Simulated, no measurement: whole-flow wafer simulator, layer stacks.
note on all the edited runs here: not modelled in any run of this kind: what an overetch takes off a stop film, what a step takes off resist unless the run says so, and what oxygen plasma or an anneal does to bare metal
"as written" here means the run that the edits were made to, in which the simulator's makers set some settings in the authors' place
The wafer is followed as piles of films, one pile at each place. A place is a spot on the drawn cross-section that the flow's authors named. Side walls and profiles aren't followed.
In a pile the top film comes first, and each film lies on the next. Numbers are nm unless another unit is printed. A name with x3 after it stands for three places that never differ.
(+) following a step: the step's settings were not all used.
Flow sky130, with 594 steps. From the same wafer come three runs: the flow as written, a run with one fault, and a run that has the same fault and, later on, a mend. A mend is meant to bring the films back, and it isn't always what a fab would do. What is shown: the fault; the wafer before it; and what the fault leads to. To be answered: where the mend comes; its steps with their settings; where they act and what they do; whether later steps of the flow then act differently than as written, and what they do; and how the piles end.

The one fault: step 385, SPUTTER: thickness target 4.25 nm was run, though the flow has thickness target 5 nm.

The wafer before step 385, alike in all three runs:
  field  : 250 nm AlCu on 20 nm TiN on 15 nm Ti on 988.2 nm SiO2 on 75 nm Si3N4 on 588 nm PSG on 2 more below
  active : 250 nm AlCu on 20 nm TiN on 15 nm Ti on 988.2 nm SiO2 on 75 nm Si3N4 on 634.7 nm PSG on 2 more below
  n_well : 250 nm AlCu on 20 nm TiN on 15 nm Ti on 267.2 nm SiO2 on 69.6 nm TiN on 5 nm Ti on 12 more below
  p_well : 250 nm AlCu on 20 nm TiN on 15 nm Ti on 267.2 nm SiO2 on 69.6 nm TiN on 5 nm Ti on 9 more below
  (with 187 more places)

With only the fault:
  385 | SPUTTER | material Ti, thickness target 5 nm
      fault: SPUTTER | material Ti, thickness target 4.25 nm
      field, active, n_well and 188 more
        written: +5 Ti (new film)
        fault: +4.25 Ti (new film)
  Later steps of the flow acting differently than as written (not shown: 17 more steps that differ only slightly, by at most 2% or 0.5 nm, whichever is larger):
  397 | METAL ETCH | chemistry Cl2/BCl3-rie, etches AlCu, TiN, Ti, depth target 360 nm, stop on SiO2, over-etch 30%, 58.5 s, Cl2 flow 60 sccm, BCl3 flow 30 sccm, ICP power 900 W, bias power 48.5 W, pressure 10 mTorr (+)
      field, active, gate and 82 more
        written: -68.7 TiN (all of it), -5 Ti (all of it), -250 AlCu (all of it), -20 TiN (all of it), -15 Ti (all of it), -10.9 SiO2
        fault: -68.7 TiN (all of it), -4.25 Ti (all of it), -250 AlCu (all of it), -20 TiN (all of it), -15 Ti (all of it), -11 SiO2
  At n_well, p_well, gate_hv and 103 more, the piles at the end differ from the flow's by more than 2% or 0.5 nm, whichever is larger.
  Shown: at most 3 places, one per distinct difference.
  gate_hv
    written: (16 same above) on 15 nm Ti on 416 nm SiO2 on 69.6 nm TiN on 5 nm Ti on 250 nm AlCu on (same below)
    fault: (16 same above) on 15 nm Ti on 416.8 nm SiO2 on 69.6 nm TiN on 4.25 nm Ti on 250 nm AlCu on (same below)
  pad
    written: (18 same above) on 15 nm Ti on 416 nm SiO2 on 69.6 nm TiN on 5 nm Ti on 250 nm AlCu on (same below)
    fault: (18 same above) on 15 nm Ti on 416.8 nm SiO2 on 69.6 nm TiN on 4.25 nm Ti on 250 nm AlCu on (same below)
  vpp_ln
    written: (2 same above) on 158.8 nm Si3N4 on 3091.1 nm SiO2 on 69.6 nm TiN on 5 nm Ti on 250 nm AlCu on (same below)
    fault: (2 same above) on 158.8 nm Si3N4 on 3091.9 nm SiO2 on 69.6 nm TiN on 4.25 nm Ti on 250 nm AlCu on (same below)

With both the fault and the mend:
  The mend stands after step 385.
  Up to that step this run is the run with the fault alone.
  385a | SPUTTER | material Ti, thickness target 0.75 nm (the flow's step 385 again, with other settings)
      field, active, n_well and 188 more
        +0.75 Ti
  Every later step of the flow that is run acts as written at every place that is followed.
  The piles end the same as the flow's at every place that both follow.
